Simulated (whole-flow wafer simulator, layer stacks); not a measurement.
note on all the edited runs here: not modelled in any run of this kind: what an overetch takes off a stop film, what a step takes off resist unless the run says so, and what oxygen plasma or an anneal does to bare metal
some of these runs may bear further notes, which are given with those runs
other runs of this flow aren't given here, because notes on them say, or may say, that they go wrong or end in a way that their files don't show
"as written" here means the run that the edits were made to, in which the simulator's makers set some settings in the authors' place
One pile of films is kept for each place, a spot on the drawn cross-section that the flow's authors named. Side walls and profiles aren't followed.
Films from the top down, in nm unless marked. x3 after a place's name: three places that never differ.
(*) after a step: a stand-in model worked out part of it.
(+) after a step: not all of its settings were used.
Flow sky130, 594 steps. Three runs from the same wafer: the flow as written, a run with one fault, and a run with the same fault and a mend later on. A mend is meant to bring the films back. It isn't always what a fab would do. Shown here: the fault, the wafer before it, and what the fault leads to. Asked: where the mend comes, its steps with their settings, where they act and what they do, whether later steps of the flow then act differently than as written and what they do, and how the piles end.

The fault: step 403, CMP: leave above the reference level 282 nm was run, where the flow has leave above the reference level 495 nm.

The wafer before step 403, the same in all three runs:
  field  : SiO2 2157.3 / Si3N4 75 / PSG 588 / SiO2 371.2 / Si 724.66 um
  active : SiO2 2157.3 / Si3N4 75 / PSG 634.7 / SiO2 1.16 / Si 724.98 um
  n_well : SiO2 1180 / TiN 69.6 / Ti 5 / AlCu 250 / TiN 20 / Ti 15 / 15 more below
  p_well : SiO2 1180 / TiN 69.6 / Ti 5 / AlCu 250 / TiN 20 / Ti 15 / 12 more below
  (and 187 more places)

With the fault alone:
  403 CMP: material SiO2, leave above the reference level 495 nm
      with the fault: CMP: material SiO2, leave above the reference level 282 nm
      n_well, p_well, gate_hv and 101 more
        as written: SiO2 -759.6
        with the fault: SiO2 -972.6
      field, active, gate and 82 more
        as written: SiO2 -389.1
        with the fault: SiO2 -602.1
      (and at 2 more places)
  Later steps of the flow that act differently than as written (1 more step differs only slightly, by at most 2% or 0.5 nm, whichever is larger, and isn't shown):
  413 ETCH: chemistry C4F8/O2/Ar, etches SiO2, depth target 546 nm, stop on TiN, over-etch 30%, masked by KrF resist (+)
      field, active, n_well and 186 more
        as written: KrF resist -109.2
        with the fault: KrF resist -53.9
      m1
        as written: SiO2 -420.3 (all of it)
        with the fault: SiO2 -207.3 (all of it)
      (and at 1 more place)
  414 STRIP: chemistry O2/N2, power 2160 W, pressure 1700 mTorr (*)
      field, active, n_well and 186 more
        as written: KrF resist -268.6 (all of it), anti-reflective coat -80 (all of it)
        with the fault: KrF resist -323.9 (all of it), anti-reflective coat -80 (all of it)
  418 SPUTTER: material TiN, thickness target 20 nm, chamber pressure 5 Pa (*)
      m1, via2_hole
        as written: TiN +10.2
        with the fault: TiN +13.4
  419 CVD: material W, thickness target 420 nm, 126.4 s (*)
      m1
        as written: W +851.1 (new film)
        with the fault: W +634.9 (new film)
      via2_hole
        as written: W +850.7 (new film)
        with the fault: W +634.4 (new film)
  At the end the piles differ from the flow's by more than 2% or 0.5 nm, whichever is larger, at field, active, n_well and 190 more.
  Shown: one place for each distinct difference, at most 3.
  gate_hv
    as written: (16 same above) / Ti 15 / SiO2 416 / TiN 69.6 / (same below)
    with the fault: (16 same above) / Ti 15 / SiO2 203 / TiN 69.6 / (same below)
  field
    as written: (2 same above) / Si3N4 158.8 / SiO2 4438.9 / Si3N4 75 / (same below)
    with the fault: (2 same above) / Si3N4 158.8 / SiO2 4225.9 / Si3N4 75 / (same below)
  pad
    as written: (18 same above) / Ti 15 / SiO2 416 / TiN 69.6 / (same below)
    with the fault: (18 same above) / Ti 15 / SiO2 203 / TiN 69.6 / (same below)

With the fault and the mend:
  The mend comes after step 403.
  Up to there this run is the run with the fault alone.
  403a HDPCVD: thickness target 213 nm (*) (the flow's step 402 once more, with other settings)
      field, active, n_well and 188 more
        SiO2 +213
  No later step of the flow acts differently than as written, at any place that is followed, by more than 2% or 0.5 nm, whichever is larger.
  At the end the piles are the same as the flow's at every place that both follow.
